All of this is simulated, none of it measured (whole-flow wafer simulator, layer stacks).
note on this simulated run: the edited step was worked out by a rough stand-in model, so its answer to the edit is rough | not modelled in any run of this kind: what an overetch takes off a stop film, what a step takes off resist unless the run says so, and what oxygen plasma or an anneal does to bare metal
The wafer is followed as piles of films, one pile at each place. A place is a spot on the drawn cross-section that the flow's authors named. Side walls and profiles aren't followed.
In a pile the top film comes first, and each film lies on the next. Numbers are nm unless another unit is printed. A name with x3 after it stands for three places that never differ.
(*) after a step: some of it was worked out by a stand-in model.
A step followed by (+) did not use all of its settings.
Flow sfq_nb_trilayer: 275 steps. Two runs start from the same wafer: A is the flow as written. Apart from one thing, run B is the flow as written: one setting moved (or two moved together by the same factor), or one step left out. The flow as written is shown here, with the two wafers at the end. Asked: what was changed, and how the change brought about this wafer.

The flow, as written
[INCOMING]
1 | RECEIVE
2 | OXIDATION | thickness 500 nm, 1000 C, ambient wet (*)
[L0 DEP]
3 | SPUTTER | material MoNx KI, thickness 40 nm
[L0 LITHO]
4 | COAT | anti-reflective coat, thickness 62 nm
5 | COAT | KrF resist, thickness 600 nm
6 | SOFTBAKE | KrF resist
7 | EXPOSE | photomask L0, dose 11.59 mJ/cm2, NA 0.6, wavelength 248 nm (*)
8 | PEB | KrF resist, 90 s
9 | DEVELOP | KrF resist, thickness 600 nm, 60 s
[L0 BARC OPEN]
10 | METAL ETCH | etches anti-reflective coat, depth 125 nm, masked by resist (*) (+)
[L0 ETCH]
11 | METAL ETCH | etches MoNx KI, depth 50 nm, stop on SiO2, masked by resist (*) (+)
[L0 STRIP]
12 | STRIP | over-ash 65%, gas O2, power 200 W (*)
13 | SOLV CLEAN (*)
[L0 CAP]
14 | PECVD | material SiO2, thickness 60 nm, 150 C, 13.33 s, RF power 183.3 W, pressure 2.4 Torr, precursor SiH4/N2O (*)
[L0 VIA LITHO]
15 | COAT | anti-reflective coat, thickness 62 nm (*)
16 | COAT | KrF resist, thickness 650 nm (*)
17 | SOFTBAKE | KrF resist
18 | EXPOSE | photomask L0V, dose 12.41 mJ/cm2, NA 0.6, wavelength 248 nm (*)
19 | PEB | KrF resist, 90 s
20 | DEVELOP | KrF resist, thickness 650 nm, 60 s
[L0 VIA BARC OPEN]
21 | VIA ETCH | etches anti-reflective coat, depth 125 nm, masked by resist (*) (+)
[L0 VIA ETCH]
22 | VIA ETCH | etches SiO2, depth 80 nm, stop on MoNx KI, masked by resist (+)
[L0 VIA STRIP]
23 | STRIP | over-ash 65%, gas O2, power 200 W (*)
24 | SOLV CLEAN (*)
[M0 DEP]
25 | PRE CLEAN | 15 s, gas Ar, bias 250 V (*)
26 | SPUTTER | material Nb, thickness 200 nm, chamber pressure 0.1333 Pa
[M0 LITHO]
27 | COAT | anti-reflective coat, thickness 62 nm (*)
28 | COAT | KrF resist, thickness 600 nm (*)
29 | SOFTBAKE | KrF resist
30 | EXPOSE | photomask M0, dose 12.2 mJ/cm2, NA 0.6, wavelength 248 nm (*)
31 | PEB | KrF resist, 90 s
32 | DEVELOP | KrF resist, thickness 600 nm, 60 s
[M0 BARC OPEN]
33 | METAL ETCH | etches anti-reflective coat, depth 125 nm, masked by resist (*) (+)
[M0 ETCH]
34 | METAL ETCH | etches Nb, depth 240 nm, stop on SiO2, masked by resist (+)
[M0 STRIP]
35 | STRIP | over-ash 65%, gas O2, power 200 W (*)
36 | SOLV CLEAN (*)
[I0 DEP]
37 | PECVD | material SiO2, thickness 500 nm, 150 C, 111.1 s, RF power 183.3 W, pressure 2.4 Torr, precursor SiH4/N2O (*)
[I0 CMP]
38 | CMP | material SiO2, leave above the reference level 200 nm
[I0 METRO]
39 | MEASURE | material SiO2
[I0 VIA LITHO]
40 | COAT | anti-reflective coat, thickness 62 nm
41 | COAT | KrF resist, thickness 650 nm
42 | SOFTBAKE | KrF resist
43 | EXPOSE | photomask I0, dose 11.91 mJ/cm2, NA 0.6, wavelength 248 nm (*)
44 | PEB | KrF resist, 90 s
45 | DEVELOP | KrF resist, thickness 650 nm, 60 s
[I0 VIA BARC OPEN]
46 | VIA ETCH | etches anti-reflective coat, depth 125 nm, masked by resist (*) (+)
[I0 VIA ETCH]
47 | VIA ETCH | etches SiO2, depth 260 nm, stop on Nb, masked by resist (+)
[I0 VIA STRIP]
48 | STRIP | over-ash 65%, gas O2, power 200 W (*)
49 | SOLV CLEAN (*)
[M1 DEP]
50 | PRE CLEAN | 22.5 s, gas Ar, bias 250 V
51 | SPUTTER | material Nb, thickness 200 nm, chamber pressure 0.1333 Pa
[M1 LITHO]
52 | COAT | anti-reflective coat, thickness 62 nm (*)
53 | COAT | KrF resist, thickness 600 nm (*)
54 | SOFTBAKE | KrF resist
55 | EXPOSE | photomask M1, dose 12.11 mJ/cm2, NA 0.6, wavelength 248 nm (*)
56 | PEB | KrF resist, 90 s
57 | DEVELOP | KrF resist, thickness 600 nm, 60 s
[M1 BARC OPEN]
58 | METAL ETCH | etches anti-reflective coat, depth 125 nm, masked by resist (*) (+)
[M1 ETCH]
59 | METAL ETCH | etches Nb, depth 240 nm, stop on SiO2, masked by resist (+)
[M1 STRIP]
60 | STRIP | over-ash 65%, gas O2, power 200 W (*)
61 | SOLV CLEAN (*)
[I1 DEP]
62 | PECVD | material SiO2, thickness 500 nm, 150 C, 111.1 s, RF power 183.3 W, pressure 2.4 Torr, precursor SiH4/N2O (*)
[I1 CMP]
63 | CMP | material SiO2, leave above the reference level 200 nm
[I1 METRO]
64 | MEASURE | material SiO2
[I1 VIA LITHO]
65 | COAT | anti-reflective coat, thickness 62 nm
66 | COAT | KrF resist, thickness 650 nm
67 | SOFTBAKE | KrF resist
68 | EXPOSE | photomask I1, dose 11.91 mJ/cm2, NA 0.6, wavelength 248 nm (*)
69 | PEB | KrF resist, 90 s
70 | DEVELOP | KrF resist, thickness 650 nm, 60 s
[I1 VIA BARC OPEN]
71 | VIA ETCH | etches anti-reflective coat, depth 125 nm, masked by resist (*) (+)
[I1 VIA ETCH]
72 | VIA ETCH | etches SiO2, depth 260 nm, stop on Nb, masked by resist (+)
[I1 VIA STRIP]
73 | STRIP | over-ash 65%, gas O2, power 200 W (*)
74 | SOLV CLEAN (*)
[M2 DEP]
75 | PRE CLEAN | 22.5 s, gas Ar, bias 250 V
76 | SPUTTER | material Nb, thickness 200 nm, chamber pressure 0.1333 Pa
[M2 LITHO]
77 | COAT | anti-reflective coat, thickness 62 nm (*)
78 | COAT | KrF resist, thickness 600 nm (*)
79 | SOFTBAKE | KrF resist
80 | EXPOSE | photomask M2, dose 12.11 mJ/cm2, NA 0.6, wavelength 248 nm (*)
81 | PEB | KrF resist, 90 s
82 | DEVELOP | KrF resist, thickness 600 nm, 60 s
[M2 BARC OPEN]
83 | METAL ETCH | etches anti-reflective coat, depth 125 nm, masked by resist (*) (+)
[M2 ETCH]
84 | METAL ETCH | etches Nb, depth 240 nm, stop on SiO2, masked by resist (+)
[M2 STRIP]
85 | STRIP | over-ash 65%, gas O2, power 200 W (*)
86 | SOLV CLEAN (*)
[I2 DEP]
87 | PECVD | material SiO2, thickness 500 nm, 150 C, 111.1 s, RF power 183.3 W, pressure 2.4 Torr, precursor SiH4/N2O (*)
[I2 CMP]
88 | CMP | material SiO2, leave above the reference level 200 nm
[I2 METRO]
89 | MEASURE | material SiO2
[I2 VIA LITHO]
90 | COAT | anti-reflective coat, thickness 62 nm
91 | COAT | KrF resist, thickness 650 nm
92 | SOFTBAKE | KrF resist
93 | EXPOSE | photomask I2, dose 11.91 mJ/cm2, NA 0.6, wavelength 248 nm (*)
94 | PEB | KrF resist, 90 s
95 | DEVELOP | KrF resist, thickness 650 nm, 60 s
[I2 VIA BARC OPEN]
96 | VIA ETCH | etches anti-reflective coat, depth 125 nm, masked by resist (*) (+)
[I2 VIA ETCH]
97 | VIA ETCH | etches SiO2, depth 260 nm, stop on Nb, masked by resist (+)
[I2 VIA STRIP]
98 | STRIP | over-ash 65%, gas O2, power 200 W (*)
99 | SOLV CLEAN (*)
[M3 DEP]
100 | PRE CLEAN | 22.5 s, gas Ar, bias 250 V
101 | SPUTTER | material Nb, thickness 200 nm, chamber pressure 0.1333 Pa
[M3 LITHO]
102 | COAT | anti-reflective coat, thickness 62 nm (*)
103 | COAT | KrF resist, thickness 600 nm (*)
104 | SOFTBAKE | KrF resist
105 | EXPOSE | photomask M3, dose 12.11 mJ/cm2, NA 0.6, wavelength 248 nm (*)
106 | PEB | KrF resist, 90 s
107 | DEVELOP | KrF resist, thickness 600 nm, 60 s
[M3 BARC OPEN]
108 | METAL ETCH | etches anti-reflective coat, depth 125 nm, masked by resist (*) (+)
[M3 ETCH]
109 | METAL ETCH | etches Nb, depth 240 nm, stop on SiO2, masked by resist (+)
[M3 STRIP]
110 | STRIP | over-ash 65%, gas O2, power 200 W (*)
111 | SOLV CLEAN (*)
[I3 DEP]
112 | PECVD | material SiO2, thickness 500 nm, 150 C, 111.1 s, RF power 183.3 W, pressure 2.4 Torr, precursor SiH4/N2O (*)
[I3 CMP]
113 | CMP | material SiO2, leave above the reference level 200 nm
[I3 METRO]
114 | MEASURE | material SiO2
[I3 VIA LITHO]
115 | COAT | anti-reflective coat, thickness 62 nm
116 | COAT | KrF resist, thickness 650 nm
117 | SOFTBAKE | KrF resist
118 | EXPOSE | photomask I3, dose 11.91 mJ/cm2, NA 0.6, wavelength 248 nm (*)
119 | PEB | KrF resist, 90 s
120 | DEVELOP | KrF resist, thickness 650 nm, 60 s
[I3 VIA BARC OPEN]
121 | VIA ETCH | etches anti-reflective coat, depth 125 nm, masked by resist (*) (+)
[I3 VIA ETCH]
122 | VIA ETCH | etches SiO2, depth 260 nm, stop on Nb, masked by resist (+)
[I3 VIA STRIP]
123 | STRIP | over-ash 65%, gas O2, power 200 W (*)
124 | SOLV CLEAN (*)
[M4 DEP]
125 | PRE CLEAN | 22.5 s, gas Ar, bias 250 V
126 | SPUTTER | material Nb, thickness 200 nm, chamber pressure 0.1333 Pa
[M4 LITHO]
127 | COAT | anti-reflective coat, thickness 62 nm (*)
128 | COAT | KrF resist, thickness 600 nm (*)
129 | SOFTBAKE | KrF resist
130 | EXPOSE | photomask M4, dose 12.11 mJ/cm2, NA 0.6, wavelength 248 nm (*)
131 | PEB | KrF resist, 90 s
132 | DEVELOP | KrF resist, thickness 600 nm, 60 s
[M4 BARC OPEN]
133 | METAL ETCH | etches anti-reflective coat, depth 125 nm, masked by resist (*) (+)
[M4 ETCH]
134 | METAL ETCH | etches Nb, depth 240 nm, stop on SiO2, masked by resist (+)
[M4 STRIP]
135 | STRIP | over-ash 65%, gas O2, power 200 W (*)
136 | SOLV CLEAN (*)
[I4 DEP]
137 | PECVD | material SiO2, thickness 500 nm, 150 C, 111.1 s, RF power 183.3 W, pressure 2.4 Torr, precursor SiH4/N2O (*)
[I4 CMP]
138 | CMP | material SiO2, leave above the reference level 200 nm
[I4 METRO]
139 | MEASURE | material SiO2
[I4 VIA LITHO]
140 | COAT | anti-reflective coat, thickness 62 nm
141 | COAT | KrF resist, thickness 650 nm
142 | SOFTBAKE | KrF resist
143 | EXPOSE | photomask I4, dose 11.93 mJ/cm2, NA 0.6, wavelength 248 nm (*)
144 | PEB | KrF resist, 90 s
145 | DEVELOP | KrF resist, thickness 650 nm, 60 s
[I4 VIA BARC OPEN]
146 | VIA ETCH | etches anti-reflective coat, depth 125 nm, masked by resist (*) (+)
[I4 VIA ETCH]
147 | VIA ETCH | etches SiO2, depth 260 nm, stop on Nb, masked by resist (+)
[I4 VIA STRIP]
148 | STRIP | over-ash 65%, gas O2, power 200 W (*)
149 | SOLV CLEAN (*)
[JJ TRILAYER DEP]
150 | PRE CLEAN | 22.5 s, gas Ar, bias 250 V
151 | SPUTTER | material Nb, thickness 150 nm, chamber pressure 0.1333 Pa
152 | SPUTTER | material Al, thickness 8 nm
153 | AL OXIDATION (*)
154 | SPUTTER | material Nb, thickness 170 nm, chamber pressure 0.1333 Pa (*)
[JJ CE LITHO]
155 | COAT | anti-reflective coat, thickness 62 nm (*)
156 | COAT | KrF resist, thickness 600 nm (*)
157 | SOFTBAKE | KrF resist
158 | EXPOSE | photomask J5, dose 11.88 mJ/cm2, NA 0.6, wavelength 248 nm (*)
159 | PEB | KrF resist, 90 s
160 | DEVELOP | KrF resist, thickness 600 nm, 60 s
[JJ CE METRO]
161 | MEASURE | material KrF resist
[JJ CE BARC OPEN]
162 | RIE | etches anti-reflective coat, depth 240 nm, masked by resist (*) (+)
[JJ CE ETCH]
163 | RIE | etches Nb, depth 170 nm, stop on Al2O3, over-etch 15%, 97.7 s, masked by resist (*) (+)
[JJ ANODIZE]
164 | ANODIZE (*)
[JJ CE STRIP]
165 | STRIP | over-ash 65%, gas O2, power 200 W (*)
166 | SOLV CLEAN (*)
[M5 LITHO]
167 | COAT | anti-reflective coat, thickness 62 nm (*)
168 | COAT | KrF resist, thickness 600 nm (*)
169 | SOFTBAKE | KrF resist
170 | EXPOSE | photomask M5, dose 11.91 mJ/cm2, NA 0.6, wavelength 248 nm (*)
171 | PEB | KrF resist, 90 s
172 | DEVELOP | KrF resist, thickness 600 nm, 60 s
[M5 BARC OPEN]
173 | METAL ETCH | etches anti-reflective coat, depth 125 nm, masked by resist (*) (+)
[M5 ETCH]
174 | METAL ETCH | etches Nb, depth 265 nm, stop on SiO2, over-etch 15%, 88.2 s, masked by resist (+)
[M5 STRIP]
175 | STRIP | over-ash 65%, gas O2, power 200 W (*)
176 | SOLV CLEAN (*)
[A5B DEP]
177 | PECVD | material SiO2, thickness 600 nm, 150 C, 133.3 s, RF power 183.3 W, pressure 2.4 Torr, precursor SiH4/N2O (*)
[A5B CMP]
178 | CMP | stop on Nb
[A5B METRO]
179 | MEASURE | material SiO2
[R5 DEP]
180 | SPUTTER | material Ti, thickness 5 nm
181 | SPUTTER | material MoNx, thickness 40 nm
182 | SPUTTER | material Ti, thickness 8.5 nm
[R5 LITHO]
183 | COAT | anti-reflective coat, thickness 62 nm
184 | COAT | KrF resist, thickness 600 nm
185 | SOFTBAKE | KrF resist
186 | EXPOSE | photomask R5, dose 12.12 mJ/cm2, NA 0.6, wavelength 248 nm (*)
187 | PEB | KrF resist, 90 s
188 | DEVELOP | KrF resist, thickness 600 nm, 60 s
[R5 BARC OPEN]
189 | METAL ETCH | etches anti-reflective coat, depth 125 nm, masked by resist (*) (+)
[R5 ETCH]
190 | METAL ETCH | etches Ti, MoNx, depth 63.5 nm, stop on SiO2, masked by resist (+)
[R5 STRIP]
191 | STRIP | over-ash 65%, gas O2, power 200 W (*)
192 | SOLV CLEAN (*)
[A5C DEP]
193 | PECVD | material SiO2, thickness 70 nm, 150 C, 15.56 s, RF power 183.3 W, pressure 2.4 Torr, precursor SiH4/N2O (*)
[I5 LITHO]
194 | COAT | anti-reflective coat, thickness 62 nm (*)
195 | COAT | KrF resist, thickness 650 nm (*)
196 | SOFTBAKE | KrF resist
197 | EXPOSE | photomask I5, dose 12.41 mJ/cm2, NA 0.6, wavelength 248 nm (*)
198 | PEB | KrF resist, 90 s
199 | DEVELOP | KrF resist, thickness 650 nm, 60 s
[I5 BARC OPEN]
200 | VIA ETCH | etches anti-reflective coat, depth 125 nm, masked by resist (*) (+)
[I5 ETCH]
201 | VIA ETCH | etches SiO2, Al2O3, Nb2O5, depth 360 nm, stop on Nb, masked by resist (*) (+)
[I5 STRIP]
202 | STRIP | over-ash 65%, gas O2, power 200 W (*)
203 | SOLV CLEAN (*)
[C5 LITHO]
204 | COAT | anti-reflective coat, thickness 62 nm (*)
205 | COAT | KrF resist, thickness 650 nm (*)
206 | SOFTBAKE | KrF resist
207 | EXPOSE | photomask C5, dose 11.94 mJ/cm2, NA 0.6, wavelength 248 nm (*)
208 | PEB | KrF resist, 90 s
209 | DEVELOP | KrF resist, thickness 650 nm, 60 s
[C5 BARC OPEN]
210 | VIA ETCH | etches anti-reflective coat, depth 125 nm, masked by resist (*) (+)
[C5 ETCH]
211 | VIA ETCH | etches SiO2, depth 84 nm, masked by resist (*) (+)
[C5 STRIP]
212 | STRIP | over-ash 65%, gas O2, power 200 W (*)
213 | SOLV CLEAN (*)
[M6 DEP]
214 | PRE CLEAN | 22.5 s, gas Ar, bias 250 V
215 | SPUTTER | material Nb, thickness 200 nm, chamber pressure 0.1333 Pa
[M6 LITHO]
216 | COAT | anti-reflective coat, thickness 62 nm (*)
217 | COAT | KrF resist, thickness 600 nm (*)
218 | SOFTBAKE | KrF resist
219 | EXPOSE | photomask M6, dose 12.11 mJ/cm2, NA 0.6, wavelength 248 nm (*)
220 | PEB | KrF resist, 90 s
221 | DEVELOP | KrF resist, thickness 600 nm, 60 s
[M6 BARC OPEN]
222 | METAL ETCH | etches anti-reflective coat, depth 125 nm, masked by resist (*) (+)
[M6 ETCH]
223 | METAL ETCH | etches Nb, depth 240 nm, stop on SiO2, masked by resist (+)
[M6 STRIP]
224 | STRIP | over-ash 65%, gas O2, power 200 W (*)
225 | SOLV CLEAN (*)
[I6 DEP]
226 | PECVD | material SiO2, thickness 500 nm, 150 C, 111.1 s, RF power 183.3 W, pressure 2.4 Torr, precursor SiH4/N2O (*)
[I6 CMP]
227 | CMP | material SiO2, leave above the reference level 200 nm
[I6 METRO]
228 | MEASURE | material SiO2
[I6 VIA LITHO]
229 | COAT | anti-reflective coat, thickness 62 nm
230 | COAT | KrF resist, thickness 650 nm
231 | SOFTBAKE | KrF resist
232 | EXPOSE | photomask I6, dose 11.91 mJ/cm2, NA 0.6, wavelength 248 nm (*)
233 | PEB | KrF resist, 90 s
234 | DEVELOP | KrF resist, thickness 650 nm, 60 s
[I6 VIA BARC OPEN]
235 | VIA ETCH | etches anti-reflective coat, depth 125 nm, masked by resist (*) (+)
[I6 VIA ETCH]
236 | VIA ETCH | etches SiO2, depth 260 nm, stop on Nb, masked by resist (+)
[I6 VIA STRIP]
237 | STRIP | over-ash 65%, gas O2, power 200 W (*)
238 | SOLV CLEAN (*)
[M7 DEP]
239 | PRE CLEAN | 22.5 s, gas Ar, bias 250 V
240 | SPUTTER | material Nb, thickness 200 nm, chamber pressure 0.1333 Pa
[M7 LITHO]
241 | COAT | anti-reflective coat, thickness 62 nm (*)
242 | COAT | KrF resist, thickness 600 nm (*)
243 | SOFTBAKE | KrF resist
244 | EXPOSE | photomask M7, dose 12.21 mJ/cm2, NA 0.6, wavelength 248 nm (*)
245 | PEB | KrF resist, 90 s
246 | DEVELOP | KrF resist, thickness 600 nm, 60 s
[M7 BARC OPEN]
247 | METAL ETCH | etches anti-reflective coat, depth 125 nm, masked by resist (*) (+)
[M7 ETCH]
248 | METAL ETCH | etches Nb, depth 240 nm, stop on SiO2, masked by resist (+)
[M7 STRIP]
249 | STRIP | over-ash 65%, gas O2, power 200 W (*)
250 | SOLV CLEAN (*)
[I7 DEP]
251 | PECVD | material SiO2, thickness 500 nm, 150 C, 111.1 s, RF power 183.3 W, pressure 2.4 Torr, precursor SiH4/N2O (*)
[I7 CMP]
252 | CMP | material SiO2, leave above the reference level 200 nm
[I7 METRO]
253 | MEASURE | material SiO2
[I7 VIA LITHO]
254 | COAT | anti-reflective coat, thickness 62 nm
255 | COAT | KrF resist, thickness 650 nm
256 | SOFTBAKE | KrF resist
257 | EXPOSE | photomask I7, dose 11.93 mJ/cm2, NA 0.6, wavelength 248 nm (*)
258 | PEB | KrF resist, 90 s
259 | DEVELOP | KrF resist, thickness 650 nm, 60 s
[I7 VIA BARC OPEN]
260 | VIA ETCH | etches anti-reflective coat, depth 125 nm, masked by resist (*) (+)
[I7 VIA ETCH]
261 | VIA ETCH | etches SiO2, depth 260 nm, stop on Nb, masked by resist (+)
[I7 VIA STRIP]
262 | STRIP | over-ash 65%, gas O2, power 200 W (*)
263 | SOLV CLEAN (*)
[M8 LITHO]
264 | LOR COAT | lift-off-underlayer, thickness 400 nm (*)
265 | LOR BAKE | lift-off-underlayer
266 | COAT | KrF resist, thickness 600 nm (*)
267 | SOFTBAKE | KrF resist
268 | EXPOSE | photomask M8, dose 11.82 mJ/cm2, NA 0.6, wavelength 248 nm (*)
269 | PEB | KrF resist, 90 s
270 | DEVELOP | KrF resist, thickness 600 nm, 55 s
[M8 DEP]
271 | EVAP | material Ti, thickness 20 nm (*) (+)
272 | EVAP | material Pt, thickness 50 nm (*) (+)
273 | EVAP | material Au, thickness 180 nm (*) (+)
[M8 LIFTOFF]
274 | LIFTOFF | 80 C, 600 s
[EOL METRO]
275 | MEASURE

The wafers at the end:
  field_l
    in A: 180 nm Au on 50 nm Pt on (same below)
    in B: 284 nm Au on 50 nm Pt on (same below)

Cause: step 273, EVAP: thickness 284 nm was run, whereas the flow has thickness 180 nm.
The wafer itself shows it: field_l has Au 284, and step 273 as written asks for 180 nm.

Step by step, how the change led to this:
  273 | EVAP | material Au, thickness 180 nm (*) (+)
      field_l, v_sur, via_wl and 103 more: A +180 Au (new film) | B +284 Au (new film)
  274 | LIFTOFF | 80 C, 600 s
      p4_fl, p4_fm, p4_w1 and 71 more: A -180 Au (all of it), -50 Pt (all of it), -20 Ti (all of it), -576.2 KrF resist (all of it), -400 lift-off-underlayer (all of it) | B -284 Au (all of it), -50 Pt (all of it), -20 Ti (all of it), -576.2 KrF resist (all of it), -400 lift-off-underlayer (all of it)
      c5j, ce_r: A -180 Au (all of it), -50 Pt (all of it), -20 Ti (all of it), -573.3 KrF resist (all of it), -399.3 lift-off-underlayer (all of it) | B -284 Au (all of it), -50 Pt (all of it), -20 Ti (all of it), -573.3 KrF resist (all of it), -399.3 lift-off-underlayer (all of it)
      (and at 19 other places as well)
